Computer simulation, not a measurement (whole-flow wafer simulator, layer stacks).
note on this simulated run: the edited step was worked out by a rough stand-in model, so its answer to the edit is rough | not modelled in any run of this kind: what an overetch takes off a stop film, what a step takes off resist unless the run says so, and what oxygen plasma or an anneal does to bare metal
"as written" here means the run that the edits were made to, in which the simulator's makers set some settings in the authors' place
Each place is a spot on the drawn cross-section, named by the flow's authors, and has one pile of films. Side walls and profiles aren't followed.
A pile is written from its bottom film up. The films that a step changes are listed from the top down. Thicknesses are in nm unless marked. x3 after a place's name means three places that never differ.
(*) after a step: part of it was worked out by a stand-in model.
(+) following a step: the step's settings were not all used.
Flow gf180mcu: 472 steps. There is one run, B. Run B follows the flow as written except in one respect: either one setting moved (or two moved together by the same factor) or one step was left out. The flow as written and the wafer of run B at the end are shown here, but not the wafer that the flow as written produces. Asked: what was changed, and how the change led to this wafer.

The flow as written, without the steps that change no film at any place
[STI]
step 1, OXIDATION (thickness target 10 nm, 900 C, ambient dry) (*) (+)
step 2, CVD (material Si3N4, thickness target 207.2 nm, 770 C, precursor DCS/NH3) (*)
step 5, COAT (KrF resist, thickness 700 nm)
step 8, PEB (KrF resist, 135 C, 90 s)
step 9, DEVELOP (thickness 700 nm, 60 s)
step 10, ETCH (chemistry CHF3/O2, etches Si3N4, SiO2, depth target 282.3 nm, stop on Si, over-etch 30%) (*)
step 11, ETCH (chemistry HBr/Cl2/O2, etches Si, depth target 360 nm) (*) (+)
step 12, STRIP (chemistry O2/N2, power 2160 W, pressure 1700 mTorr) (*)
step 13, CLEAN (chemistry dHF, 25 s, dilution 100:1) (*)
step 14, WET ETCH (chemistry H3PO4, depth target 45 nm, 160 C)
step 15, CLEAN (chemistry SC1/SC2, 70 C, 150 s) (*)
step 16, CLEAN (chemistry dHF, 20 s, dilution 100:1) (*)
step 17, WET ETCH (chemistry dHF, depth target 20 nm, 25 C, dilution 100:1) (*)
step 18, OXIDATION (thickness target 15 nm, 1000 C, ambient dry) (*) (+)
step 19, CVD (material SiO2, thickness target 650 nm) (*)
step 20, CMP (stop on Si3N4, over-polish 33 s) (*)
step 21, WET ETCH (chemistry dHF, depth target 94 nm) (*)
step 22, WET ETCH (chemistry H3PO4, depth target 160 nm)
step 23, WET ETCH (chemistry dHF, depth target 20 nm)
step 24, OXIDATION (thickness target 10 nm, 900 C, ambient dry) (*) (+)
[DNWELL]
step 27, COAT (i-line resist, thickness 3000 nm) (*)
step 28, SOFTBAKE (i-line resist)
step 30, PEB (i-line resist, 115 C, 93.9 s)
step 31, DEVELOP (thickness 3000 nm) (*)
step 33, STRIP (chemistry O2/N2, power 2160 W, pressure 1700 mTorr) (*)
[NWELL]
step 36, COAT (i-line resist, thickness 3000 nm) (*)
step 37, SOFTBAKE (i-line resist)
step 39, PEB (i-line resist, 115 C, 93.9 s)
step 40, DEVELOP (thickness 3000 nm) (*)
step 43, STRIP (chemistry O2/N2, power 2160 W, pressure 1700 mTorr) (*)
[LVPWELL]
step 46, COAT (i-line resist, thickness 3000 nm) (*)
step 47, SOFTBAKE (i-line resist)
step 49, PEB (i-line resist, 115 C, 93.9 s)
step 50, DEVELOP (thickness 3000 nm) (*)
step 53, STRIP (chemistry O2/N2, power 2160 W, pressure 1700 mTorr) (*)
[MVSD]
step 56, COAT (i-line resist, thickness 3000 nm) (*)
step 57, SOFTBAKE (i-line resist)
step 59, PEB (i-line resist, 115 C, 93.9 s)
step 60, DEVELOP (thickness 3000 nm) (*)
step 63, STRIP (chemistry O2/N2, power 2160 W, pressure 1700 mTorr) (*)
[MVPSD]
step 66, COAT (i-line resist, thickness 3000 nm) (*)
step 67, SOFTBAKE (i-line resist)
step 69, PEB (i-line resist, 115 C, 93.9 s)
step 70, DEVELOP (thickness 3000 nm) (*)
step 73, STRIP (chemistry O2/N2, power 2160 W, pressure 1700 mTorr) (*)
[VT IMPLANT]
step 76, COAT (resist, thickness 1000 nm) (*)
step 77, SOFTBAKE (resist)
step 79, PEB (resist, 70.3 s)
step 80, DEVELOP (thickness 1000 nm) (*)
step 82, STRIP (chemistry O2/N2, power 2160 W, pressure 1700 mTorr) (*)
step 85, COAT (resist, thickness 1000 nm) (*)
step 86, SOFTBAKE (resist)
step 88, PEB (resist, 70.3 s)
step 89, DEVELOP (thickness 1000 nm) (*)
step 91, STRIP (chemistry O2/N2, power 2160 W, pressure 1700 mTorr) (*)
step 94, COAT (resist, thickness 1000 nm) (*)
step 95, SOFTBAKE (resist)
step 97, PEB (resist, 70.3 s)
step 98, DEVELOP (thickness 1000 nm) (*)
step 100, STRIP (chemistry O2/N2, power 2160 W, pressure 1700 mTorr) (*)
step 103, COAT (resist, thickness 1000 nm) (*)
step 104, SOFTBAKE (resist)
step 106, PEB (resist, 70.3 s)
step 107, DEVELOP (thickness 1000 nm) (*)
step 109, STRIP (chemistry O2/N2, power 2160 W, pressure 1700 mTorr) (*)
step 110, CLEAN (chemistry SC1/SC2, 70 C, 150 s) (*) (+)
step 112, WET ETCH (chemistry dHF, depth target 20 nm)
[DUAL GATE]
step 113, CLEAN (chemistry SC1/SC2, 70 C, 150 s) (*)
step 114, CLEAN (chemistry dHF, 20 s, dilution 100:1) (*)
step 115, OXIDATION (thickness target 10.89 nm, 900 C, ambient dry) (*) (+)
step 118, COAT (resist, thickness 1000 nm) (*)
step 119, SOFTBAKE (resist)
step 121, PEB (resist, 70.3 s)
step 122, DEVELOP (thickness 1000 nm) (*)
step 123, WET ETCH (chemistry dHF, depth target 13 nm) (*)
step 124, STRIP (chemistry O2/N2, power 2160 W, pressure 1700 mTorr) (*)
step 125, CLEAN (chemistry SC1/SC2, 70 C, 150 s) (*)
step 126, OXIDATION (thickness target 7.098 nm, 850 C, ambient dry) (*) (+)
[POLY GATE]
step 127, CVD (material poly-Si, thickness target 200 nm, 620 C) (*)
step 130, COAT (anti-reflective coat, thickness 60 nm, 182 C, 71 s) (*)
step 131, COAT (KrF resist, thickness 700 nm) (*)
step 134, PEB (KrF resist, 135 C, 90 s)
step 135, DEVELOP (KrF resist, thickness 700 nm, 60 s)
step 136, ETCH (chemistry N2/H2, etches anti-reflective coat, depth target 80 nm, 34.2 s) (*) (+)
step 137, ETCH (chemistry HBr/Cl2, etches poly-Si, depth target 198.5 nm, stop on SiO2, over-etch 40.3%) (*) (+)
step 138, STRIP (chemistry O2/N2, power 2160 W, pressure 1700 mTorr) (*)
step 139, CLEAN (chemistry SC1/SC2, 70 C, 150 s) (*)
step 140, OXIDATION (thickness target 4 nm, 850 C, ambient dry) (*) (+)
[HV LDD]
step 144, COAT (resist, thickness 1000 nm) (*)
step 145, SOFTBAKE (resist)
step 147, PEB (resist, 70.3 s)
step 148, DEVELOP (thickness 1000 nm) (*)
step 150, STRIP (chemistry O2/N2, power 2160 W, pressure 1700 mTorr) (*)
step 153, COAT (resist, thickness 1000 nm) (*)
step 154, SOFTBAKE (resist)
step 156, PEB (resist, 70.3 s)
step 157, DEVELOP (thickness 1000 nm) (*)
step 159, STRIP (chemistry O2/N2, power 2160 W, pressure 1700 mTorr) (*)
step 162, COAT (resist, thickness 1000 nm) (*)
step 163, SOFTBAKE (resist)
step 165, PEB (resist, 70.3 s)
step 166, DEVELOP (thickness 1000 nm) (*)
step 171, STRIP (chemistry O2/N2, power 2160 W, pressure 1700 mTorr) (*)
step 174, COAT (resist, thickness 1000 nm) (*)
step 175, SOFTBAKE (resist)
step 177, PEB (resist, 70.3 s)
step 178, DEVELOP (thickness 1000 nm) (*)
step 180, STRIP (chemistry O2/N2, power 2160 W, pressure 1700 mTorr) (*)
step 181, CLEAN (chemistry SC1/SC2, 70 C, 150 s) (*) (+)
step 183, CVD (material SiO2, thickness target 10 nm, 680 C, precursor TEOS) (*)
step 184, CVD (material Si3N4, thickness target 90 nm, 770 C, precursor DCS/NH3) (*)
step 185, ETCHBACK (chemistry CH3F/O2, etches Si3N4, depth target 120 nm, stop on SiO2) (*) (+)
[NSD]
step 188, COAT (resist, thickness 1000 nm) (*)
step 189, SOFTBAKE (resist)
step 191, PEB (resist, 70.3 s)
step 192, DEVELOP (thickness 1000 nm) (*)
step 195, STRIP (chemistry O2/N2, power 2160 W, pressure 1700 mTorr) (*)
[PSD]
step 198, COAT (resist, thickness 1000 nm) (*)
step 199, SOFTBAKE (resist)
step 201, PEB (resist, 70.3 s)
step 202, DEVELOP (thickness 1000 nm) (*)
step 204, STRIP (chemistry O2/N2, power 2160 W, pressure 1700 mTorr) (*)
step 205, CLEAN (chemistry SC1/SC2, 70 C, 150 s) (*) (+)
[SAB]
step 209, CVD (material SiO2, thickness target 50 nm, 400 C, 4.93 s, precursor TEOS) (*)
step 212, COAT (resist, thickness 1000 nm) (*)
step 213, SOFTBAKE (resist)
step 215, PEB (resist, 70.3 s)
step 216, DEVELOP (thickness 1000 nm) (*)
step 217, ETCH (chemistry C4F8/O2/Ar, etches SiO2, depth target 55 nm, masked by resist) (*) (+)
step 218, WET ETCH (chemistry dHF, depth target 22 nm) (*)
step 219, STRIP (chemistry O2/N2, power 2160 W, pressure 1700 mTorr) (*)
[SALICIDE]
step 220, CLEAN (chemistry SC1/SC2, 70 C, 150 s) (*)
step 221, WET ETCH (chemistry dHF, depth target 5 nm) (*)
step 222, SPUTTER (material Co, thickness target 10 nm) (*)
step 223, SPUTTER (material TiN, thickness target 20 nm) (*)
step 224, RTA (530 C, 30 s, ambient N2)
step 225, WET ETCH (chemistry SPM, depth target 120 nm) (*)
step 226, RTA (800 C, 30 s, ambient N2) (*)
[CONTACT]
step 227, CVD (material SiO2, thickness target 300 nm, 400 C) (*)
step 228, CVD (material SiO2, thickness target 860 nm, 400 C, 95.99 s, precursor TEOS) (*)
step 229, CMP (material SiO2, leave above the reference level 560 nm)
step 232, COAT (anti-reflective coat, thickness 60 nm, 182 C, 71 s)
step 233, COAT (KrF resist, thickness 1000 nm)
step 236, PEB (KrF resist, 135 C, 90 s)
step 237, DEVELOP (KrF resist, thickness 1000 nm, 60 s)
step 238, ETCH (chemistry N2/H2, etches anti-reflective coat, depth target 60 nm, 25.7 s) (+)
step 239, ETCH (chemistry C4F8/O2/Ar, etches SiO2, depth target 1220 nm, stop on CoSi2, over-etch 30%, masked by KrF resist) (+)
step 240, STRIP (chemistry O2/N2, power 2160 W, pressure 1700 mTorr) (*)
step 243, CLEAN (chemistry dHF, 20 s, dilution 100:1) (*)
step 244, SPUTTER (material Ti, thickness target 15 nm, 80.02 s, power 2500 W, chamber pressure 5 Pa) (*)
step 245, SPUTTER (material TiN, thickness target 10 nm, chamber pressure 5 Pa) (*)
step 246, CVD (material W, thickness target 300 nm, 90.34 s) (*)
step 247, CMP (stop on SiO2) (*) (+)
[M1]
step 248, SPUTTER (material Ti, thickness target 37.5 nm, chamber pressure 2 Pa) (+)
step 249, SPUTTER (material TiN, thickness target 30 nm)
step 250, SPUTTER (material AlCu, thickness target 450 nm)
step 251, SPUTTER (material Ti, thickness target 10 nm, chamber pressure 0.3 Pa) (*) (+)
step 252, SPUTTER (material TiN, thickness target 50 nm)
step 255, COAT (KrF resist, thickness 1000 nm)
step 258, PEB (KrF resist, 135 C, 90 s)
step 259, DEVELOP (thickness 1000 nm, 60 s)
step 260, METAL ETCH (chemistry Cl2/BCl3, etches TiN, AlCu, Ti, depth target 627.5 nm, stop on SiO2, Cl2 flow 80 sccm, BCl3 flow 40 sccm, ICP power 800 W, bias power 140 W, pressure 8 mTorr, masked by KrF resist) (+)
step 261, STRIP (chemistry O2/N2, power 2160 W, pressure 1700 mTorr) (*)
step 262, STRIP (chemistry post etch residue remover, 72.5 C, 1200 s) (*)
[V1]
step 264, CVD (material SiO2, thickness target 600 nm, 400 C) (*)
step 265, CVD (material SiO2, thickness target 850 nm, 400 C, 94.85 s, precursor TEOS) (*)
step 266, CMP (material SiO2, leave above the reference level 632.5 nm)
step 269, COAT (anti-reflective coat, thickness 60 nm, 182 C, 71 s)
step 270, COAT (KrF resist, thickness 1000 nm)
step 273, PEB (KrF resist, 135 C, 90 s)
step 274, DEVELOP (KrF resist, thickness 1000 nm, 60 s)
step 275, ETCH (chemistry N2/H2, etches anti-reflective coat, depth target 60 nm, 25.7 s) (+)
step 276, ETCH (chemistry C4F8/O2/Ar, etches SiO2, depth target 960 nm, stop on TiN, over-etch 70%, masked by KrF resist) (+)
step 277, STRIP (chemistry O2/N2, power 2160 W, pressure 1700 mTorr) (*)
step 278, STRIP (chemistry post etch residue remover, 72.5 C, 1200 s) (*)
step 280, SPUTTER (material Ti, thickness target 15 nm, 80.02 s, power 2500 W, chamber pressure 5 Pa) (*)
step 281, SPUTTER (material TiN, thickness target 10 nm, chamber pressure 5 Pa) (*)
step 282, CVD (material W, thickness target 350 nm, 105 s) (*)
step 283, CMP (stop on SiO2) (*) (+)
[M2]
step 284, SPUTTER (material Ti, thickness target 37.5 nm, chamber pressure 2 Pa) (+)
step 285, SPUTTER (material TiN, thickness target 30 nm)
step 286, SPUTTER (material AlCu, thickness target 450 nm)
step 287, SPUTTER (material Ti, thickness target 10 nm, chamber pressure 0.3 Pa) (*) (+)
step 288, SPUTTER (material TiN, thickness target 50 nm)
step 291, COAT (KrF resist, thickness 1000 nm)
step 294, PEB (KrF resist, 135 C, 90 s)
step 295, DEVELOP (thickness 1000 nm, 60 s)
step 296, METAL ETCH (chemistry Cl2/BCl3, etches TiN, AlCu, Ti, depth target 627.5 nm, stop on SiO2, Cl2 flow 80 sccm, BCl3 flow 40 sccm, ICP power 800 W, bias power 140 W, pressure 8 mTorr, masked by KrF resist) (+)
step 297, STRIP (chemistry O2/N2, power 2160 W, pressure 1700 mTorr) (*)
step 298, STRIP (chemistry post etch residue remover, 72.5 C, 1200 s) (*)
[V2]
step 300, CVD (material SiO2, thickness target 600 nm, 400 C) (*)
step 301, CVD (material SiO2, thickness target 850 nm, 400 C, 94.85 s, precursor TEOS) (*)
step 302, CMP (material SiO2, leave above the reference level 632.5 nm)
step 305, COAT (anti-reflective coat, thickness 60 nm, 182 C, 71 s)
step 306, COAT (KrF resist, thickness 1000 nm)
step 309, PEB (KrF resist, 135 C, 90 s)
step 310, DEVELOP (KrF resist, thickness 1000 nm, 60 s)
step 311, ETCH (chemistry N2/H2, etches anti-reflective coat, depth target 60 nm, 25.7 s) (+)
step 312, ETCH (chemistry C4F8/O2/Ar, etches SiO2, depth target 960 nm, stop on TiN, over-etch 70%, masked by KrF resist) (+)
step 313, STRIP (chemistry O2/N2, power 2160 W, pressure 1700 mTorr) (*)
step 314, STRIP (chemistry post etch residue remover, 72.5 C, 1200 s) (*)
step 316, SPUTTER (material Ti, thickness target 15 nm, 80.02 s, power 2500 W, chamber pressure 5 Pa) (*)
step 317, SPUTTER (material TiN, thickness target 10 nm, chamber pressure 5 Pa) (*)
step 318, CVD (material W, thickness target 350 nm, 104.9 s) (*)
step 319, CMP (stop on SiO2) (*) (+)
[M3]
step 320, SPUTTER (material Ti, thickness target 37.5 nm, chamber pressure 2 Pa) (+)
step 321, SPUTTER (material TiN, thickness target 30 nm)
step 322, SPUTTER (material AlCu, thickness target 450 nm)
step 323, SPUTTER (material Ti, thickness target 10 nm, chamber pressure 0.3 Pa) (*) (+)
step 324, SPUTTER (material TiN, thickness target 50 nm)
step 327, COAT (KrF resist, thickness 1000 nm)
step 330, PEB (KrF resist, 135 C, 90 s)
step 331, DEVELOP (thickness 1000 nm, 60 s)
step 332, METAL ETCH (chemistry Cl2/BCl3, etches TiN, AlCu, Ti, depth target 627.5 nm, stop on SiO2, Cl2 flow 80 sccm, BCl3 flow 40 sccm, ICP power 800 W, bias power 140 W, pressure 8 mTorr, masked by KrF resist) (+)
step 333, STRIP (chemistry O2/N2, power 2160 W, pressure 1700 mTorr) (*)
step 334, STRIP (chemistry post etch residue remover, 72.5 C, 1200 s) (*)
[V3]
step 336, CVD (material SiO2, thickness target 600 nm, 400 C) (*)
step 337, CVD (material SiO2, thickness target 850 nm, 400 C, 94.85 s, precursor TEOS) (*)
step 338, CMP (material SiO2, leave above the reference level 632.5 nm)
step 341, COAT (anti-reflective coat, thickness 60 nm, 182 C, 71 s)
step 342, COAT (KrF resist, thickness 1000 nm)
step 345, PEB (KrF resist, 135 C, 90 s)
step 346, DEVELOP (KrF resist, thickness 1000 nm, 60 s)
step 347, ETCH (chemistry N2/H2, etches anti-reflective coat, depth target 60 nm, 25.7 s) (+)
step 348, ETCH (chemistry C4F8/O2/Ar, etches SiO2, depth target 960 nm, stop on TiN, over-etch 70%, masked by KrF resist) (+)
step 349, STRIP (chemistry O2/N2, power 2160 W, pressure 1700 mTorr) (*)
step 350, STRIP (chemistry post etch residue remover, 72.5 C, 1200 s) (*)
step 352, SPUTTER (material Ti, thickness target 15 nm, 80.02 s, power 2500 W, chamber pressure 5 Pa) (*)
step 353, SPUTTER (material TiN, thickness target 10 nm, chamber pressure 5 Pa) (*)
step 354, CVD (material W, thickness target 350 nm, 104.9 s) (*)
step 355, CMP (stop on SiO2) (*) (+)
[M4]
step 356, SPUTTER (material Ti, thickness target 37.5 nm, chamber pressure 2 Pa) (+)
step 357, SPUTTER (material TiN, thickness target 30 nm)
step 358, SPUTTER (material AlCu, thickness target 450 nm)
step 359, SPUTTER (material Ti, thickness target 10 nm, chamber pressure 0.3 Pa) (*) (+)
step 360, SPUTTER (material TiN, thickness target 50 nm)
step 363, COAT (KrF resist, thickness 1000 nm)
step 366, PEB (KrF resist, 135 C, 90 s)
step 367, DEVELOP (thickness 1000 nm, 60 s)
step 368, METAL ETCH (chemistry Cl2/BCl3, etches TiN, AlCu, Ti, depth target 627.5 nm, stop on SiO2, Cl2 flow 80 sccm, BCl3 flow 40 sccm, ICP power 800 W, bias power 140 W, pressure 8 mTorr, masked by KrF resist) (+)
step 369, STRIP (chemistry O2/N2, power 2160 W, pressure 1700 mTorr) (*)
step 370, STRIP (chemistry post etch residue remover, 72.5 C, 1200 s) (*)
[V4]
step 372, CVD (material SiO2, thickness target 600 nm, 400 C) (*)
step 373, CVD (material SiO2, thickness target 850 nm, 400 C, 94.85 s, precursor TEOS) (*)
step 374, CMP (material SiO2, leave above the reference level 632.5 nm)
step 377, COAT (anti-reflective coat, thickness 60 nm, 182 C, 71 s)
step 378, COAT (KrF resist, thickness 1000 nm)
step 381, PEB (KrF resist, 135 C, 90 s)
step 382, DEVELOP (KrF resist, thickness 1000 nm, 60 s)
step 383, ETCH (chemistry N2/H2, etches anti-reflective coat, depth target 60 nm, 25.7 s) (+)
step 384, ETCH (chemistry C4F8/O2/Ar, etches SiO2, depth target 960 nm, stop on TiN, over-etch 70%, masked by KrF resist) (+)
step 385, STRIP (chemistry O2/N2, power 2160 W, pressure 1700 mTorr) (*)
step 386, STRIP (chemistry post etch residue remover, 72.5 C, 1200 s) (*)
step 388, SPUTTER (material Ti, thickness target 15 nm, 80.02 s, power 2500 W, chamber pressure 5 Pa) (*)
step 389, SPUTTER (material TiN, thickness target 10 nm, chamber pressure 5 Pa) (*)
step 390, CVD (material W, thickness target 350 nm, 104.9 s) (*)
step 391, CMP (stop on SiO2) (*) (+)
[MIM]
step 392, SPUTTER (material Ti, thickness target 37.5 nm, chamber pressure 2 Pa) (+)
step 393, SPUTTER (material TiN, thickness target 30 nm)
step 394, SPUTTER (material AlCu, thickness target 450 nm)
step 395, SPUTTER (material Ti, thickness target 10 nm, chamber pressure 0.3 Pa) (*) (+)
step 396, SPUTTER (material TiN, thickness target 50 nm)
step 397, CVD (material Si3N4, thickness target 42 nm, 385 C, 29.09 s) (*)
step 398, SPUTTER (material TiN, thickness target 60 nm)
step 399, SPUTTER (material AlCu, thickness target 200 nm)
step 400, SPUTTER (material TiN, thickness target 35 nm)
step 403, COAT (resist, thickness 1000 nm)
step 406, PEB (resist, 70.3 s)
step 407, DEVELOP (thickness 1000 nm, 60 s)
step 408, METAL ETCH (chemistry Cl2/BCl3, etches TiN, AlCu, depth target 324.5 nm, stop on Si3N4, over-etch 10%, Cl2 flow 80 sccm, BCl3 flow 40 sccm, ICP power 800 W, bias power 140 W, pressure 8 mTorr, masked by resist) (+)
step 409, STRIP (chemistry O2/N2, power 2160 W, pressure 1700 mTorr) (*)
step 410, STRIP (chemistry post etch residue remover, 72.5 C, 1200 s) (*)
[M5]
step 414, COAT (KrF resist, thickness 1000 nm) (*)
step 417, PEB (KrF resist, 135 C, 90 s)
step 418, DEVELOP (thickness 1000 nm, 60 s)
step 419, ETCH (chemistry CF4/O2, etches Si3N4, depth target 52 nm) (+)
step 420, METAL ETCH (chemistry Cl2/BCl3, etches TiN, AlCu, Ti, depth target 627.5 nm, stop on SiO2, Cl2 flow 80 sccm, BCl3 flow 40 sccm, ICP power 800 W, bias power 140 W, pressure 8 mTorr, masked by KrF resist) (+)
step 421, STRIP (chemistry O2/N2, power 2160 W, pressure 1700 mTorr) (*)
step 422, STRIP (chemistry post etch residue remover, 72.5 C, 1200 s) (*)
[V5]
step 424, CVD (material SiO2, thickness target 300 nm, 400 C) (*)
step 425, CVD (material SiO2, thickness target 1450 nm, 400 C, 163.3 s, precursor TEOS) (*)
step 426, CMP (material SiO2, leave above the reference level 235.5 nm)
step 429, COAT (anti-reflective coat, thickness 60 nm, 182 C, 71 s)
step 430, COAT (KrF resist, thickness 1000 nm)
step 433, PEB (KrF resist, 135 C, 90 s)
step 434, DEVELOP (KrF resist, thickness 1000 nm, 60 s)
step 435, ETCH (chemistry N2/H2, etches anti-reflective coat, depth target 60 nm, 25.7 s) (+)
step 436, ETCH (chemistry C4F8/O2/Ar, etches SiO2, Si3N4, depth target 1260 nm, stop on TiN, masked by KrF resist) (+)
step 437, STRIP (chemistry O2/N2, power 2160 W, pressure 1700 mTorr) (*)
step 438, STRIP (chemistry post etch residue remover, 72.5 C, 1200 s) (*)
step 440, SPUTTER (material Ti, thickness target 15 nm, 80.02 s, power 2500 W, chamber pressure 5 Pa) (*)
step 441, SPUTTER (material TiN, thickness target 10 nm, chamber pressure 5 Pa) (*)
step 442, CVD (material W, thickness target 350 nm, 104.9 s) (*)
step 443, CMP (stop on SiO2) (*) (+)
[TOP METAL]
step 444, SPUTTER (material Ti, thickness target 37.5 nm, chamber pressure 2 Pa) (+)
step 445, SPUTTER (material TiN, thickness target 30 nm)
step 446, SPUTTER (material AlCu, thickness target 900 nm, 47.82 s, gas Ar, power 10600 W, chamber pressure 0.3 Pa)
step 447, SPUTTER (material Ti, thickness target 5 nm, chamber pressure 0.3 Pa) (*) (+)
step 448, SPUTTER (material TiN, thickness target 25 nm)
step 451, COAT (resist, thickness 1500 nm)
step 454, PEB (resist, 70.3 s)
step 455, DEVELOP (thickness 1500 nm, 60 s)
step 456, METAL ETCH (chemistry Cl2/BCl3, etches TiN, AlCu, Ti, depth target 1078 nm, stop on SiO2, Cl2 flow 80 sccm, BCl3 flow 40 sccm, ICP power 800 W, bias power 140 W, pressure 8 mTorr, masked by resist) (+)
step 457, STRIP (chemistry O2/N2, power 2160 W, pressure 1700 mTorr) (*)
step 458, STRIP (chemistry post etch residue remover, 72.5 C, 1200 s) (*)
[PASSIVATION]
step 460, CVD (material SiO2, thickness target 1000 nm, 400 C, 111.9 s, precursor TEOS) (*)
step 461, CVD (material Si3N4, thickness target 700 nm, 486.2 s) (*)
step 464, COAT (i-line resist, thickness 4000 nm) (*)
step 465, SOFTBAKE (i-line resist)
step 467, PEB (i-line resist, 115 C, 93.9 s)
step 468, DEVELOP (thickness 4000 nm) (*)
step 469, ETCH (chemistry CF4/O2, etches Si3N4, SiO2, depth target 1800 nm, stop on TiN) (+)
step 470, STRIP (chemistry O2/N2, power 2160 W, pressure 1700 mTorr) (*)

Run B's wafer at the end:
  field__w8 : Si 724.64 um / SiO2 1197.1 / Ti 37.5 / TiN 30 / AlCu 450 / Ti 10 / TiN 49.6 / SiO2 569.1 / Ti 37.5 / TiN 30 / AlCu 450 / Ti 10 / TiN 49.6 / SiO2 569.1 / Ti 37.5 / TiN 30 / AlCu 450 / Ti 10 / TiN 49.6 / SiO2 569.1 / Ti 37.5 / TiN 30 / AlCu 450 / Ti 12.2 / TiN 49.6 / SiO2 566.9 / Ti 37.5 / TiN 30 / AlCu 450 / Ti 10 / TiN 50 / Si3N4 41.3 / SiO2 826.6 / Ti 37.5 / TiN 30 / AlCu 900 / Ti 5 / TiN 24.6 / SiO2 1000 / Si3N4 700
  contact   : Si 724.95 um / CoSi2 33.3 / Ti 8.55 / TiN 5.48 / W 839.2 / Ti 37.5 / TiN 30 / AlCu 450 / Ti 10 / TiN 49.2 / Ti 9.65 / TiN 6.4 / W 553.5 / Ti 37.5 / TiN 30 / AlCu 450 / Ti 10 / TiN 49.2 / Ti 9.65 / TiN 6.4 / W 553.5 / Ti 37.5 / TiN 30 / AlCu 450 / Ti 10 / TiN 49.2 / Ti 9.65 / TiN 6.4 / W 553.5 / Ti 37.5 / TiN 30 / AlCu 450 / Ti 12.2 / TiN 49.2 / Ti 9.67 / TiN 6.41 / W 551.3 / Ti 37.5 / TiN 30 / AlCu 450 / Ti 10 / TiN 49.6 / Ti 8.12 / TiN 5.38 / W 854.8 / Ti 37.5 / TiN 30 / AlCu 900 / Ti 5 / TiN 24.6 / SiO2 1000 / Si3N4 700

Cause: step 359, SPUTTER: thickness target 12.2 nm was run, whereas the flow has thickness target 10 nm.
One can read it off the wafer: field__w8 has Ti 12.2, and step 359 as written asks for 10 nm.

How this came from the change, step by step:
  step 359, SPUTTER (material Ti, thickness target 10 nm, chamber pressure 0.3 Pa) (*) (+)
      field, field__w1, field__w2 and 108 more: Ti gains 12.2 (new film) (it would be, as written: Ti gains 10 (new film))
  step 368, METAL ETCH (chemistry Cl2/BCl3, etches TiN, AlCu, Ti, depth target 627.5 nm, stop on SiO2, Cl2 flow 80 sccm, BCl3 flow 40 sccm, ICP power 800 W, bias power 140 W, pressure 8 mTorr, masked by KrF resist) (+)
      field, field__w1, field__w2 and 103 more: TiN loses 50 (all of it), Ti loses 12.2 (all of it), AlCu loses 450 (all of it), TiN loses 30 (all of it), Ti loses 37.5 (all of it) (it would be, as written: TiN loses 50 (all of it), Ti loses 10 (all of it), AlCu loses 450 (all of it), TiN loses 30 (all of it), Ti loses 37.5 (all of it))
